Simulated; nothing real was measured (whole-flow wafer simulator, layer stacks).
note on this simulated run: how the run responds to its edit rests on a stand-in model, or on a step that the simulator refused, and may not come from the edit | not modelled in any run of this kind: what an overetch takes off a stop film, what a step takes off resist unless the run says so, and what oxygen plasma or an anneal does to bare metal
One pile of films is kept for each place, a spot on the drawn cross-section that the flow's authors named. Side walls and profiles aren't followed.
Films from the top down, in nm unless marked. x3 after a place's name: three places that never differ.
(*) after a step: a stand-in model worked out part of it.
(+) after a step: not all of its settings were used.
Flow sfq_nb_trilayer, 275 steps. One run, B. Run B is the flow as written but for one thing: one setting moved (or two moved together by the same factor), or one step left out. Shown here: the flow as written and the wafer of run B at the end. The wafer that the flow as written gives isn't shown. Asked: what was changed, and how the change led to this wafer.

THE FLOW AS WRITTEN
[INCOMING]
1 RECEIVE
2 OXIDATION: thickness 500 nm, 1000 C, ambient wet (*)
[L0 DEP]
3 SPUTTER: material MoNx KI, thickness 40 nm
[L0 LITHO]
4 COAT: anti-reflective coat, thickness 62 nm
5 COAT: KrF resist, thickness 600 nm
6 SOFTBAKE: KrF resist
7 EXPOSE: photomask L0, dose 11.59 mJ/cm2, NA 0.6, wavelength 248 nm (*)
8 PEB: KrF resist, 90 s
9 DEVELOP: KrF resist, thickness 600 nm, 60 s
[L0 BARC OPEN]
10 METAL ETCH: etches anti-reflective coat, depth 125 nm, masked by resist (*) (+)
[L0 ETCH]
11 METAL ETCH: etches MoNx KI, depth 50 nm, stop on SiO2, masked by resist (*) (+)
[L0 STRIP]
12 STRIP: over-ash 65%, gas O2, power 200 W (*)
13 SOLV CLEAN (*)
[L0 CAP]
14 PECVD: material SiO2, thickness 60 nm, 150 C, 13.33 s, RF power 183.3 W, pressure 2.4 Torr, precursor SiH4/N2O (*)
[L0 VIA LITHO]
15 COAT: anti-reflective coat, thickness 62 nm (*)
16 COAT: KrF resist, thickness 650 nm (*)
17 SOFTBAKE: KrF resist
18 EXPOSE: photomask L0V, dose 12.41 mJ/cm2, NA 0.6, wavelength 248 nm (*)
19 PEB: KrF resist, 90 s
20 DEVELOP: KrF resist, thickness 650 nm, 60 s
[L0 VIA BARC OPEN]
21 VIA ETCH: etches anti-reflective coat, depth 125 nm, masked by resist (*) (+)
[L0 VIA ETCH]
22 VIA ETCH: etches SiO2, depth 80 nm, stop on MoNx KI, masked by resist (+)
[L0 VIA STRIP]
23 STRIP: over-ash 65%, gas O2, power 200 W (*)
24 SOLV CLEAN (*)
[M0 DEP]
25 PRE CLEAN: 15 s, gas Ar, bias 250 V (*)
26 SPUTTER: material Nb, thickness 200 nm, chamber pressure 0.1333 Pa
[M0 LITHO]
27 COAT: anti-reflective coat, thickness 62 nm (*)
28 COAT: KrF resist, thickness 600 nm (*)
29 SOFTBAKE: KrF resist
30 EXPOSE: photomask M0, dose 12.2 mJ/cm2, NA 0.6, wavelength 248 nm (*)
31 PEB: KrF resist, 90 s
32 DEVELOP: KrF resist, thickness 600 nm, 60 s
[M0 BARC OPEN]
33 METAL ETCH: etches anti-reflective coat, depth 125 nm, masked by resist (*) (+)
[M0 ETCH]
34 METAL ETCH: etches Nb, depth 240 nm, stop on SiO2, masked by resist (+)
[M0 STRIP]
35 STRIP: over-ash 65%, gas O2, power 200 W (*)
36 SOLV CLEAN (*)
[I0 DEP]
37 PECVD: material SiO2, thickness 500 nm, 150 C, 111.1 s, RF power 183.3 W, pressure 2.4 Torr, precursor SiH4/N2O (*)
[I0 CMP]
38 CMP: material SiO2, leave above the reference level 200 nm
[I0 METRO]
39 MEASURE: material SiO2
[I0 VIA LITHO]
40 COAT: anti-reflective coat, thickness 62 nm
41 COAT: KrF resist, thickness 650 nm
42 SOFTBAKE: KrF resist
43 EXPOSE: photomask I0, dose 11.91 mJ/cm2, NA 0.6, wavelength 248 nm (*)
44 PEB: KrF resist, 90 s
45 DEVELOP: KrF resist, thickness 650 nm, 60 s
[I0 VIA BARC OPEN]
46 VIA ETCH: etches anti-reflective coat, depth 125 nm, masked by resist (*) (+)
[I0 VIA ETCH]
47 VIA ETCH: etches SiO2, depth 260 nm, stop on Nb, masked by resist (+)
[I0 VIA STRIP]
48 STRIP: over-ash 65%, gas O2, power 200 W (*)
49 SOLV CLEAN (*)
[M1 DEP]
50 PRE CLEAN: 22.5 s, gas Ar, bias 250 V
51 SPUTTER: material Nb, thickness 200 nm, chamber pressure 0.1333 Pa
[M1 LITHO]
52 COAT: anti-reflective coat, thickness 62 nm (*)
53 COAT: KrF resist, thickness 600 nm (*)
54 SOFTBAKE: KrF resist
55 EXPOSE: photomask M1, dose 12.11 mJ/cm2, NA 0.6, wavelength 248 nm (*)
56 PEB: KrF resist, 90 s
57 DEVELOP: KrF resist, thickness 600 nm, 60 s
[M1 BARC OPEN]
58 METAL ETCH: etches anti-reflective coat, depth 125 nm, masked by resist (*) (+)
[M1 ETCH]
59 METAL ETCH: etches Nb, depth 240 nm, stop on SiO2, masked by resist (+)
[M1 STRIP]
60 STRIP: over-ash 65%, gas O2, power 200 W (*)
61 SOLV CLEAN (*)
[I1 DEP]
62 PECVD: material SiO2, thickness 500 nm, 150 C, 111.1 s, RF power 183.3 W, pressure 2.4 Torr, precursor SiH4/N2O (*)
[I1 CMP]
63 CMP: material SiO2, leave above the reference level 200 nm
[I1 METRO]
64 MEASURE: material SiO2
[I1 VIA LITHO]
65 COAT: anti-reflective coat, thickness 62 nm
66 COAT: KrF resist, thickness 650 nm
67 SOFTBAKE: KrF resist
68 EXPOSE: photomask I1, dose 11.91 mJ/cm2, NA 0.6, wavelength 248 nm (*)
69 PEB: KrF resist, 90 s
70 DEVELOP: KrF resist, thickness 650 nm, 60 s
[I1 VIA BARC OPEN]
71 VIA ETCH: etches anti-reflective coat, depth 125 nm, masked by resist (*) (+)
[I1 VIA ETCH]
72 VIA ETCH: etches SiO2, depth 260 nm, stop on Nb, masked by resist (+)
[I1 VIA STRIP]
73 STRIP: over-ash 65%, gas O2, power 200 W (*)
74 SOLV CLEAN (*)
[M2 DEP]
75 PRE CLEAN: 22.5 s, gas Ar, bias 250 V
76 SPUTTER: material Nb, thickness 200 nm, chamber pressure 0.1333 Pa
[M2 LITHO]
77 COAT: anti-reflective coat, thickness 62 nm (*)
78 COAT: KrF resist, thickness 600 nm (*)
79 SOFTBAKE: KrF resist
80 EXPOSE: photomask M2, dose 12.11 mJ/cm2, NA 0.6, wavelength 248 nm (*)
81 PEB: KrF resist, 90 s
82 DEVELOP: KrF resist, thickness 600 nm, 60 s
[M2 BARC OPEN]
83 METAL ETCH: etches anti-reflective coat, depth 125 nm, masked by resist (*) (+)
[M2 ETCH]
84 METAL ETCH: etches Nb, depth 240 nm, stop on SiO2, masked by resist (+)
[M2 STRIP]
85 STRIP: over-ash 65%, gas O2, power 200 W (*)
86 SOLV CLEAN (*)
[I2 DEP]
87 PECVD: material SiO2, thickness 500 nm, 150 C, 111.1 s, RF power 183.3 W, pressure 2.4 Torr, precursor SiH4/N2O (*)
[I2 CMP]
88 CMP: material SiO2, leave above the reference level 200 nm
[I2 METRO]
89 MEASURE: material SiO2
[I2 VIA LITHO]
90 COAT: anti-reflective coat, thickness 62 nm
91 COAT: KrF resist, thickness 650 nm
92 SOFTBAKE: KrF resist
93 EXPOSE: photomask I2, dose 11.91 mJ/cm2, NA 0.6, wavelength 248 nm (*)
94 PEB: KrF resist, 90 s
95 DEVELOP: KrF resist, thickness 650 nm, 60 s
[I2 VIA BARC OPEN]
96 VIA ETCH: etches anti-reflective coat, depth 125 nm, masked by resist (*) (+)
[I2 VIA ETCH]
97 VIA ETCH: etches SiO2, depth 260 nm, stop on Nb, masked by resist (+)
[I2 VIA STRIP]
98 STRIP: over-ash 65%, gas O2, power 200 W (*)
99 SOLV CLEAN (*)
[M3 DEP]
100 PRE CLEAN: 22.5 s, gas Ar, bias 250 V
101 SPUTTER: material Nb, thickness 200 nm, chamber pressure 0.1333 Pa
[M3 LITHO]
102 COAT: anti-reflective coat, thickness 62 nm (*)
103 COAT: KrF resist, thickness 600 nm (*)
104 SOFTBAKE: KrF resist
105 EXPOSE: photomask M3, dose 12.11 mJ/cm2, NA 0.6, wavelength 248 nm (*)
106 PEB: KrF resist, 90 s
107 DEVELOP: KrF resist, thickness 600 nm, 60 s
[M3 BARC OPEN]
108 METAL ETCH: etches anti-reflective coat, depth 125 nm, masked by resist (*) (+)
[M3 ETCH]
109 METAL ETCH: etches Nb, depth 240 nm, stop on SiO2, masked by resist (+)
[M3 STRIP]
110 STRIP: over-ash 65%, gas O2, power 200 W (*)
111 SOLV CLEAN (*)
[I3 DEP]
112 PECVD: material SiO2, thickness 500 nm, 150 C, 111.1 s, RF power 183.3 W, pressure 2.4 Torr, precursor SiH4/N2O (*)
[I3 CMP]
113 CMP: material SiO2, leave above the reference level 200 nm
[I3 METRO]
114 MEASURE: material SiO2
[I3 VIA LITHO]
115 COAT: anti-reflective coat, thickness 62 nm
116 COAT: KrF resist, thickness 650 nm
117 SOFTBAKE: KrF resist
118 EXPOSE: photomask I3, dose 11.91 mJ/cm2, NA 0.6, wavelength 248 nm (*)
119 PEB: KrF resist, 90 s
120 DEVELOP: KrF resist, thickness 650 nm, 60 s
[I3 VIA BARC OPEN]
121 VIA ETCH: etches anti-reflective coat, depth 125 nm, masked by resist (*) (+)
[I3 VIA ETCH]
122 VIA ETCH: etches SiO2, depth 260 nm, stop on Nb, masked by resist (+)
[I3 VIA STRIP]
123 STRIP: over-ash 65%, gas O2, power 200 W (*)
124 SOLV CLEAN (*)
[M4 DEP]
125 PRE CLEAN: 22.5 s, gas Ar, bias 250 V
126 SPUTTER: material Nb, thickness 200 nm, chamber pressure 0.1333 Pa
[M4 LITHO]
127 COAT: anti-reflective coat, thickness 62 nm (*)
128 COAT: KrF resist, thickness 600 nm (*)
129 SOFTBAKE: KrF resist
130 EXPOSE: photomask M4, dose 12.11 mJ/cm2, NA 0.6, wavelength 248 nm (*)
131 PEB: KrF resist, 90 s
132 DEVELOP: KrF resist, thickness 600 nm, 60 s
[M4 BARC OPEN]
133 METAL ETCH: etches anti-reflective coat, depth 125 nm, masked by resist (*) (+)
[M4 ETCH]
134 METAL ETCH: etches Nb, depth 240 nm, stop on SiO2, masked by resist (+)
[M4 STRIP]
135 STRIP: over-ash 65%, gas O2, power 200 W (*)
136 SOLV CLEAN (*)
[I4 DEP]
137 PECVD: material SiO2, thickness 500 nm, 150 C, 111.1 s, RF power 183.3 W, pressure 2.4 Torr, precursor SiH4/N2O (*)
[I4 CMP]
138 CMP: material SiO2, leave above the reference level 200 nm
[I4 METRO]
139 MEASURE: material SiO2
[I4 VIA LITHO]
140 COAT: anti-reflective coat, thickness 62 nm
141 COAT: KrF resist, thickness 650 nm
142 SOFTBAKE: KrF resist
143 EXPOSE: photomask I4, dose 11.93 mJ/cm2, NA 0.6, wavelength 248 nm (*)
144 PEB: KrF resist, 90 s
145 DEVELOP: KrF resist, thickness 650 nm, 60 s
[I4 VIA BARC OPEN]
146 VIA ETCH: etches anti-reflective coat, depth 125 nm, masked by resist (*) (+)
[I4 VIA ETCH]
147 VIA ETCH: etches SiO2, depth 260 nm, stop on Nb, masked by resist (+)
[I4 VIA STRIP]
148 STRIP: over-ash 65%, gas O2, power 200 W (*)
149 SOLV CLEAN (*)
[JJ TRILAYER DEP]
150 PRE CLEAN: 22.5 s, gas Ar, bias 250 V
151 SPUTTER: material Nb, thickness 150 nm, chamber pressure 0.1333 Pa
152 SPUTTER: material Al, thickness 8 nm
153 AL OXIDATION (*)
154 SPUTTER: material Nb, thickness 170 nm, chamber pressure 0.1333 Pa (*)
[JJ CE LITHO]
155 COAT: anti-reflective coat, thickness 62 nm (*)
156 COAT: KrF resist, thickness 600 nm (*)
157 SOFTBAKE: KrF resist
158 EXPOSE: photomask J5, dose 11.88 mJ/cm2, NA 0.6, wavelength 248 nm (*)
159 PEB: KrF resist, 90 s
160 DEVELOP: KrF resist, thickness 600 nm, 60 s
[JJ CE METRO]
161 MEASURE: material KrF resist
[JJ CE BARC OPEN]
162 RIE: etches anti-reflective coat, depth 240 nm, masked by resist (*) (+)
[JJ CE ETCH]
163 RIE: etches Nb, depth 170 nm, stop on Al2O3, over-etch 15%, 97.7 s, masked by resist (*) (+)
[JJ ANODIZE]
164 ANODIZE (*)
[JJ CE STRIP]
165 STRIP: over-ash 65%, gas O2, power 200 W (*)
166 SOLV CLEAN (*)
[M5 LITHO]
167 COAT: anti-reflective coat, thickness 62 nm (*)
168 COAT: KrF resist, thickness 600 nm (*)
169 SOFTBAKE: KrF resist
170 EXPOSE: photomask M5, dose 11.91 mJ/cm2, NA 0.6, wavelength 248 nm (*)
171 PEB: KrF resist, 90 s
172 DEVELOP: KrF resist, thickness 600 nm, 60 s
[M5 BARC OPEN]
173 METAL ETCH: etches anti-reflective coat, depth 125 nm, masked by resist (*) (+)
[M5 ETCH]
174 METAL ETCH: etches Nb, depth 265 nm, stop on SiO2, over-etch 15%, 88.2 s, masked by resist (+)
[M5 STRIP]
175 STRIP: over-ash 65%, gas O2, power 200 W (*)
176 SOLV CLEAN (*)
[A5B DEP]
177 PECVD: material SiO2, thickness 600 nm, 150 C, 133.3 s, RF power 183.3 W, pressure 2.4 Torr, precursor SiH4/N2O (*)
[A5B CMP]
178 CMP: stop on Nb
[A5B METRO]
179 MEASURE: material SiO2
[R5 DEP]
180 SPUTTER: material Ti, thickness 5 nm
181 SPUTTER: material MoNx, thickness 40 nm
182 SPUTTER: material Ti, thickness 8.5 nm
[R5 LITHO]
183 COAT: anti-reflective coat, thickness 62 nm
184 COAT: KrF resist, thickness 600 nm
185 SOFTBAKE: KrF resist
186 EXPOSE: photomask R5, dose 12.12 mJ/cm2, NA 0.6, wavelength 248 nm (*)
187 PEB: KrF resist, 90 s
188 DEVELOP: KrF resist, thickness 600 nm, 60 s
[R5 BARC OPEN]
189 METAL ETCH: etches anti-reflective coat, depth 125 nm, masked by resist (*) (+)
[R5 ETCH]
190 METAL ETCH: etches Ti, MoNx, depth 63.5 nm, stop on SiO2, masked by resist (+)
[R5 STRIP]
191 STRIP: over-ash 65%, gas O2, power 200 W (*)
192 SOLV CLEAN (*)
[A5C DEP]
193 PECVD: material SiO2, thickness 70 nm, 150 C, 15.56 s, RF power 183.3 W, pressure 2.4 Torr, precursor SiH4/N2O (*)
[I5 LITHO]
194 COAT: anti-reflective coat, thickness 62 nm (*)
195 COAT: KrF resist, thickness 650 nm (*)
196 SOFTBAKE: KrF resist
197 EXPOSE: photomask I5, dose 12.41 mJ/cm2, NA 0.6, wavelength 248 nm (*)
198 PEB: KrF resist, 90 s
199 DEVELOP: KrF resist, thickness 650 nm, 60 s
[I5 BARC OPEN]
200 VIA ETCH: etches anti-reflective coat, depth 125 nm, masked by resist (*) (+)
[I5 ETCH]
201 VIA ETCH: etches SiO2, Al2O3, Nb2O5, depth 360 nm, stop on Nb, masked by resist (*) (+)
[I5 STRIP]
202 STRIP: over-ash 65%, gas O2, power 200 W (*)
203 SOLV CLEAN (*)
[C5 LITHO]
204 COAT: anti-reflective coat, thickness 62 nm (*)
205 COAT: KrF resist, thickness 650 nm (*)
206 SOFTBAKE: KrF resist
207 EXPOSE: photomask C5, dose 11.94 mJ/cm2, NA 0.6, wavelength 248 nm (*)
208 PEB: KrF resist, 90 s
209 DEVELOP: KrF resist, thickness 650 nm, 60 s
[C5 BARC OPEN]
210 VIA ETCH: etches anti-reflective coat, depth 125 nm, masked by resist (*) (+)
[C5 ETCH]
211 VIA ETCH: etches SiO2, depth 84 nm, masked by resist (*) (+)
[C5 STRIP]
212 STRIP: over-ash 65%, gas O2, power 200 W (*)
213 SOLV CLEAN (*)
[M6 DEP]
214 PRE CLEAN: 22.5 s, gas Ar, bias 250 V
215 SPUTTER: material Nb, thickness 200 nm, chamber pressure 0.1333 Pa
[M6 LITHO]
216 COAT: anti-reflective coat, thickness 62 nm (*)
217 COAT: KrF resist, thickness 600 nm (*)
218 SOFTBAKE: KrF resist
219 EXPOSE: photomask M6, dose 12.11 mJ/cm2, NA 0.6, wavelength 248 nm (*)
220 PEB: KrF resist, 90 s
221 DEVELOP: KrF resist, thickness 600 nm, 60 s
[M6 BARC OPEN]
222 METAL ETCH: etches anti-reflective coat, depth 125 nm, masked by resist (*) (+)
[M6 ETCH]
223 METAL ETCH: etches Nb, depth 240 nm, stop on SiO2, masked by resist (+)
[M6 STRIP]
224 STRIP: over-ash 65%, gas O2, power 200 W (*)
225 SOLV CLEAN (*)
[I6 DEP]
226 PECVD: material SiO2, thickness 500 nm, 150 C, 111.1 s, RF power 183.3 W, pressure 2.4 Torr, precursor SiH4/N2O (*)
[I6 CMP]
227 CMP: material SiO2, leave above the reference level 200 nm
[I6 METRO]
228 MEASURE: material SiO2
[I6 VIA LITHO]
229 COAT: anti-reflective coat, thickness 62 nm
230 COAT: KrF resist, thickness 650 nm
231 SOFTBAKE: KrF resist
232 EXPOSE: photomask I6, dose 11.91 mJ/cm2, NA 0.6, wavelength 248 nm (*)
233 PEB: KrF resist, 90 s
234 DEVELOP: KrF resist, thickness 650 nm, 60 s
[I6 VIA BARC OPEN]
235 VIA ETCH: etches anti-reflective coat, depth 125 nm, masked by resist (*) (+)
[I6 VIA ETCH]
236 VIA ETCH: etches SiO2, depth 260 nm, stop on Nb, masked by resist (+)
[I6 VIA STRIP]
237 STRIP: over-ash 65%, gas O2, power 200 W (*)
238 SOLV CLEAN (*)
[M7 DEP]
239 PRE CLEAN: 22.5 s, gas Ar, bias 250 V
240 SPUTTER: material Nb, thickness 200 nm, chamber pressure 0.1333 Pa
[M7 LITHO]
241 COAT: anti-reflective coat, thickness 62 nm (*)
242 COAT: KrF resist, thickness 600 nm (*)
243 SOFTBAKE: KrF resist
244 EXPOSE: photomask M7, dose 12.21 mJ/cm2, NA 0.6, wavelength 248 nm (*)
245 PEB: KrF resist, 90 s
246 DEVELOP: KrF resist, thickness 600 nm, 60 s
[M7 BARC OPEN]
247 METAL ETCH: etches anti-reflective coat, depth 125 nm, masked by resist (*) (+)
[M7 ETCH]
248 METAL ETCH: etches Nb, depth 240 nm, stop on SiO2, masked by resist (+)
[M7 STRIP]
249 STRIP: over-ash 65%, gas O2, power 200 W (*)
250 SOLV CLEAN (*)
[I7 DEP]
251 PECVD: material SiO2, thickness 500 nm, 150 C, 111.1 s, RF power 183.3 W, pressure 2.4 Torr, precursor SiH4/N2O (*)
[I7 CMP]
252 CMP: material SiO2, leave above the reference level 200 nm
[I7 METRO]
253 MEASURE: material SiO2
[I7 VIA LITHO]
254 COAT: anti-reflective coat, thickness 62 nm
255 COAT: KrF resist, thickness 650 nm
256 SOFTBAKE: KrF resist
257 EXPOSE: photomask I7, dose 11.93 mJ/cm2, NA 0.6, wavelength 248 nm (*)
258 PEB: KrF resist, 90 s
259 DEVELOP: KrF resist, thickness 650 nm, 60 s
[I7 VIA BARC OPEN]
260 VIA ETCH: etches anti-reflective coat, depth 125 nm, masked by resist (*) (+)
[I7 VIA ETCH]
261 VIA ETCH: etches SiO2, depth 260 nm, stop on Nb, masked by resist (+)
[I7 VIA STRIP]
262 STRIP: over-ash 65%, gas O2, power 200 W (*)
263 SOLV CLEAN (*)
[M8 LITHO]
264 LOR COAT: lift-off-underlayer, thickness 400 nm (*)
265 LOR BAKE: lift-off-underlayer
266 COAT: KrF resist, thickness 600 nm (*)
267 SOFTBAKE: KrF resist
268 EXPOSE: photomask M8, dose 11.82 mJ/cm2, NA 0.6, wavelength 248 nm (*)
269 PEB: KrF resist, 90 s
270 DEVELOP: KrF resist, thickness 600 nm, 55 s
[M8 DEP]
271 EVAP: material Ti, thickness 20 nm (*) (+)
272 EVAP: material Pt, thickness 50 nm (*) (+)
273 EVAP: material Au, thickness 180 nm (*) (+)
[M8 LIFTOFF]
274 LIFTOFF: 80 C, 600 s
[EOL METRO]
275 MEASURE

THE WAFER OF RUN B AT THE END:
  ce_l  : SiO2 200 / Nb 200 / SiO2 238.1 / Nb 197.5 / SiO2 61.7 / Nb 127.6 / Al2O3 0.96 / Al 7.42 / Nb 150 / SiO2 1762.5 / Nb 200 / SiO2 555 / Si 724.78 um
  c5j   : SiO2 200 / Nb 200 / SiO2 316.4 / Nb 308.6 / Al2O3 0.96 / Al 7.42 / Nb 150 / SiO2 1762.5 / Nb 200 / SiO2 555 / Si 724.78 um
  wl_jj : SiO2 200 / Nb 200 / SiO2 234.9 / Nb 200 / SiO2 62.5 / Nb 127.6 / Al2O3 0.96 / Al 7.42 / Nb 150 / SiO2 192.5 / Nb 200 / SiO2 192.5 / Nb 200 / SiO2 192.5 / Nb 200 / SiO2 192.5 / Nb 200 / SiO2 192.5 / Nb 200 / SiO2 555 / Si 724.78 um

The cause: step 190, METAL ETCH: depth 95.9 nm was run, where the flow has depth 63.5 nm.

How the change led to this, step by step:
  190 METAL ETCH: etches Ti, MoNx, depth 63.5 nm, stop on SiO2, masked by resist (+)
      be_r, r_sur, res, r_end, r5r_line_l, r5r_line_c, r5r_line_r: KrF resist -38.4 (as written it would be: KrF resist -25.4)
      ce_l, c5j, ce_r, wl_jj: Ti -8.5 (all of it), MoNx -40 (all of it), Ti -5 (all of it), Nb -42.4 (as written it would be: Ti -8.5 (all of it), MoNx -40 (all of it), Ti -5 (all of it), Nb -10)
  191 STRIP: over-ash 65%, gas O2, power 200 W (*)
      be_r, r_sur, res, r_end, r5r_line_l, r5r_line_c, r5r_line_r: KrF resist -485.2 (all of it), anti-reflective coat -62 (all of it) (as written it would be: KrF resist -498.2 (all of it), anti-reflective coat -62 (all of it))
  194 COAT: anti-reflective coat, thickness 62 nm (*)
      wl_j_sl, wl_j_sr: anti-reflective coat +55.3 (new film) (as written it would be: anti-reflective coat +60.2 (new film))
      jj_sur: anti-reflective coat +55.7 (new film) (as written it would be: anti-reflective coat +60.8 (new film))
      (and at 5 more places)
  195 COAT: KrF resist, thickness 650 nm (*)
      c5j: KrF resist +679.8 (new film) (as written it would be: KrF resist +662.7 (new film))
      wl_jj: KrF resist +670.8 (new film) (as written it would be: KrF resist +654.8 (new film))
  202 STRIP: over-ash 65%, gas O2, power 200 W (*)
      wl_j_sl, wl_j_sr: KrF resist -333 (all of it), anti-reflective coat -55.3 (all of it) (as written it would be: KrF resist -333.3 (all of it), anti-reflective coat -60.2 (all of it))
      jj_sur: KrF resist -337.5 (all of it), anti-reflective coat -55.7 (all of it) (as written it would be: KrF resist -337.2 (all of it), anti-reflective coat -60.8 (all of it))
      (and at 5 more places)
  204 COAT: anti-reflective coat, thickness 62 nm (*)
      wl_j_sl, wl_j_sr: anti-reflective coat +55.3 (new film) (as written it would be: anti-reflective coat +60.2 (new film))
      jj_sur: anti-reflective coat +54.4 (new film) (as written it would be: anti-reflective coat +59.5 (new film))
      (and at 5 more places)
  205 COAT: KrF resist, thickness 650 nm (*)
      c5j: KrF resist +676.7 (new film) (as written it would be: KrF resist +659.4 (new film))
      wl_jj: KrF resist +670.8 (new film) (as written it would be: KrF resist +654.8 (new film))
  209 DEVELOP: KrF resist, thickness 650 nm, 60 s
      c5j: KrF resist -675.2 (all of it) (as written it would be: KrF resist -658.1 (all of it))
  210 VIA ETCH: etches anti-reflective coat, depth 125 nm, masked by resist (*) (+)
      c5j: anti-reflective coat -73 (all of it) (as written it would be: anti-reflective coat -63.9 (all of it), SiO2 -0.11)
  212 STRIP: over-ash 65%, gas O2, power 200 W (*)
      wl_j_sl, wl_j_sr: KrF resist -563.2 (all of it), anti-reflective coat -55.3 (all of it) (as written it would be: KrF resist -563.4 (all of it), anti-reflective coat -60.2 (all of it))
      jj_sur: KrF resist -562.1 (all of it), anti-reflective coat -54.4 (all of it) (as written it would be: KrF resist -562 (all of it), anti-reflective coat -59.5 (all of it))
      (and at 4 more places)
  216 COAT: anti-reflective coat, thickness 62 nm (*)
      wl_j_sl, wl_j_sr: anti-reflective coat +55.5 (new film) (as written it would be: anti-reflective coat +60.2 (new film))
      jj_sur: anti-reflective coat +50.9 (new film) (as written it would be: anti-reflective coat +56.1 (new film))
      (and at 5 more places)
  217 COAT: KrF resist, thickness 600 nm (*)
      ce_l: KrF resist +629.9 (new film) (as written it would be: KrF resist +614.7 (new film))
      c5j: KrF resist +653.6 (new film) (as written it would be: KrF resist +636 (new film))
      (and at 2 more places)
  224 STRIP: over-ash 65%, gas O2, power 200 W (*)
      wl_j_sl, wl_j_sr: KrF resist -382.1 (all of it), anti-reflective coat -55.5 (all of it) (as written it would be: KrF resist -382.5 (all of it), anti-reflective coat -60.2 (all of it))
      jj_sur: KrF resist -378.2 (all of it), anti-reflective coat -50.9 (all of it) (as written it would be: KrF resist -378.5 (all of it), anti-reflective coat -56.1 (all of it))
      (and at 5 more places)
  227 CMP: material SiO2, leave above the reference level 200 nm
      ce_l, ce_r: SiO2 -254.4 (as written it would be: SiO2 -290)
      c5j: SiO2 -187.4 (as written it would be: SiO2 -223)
      (and at 1 more place)
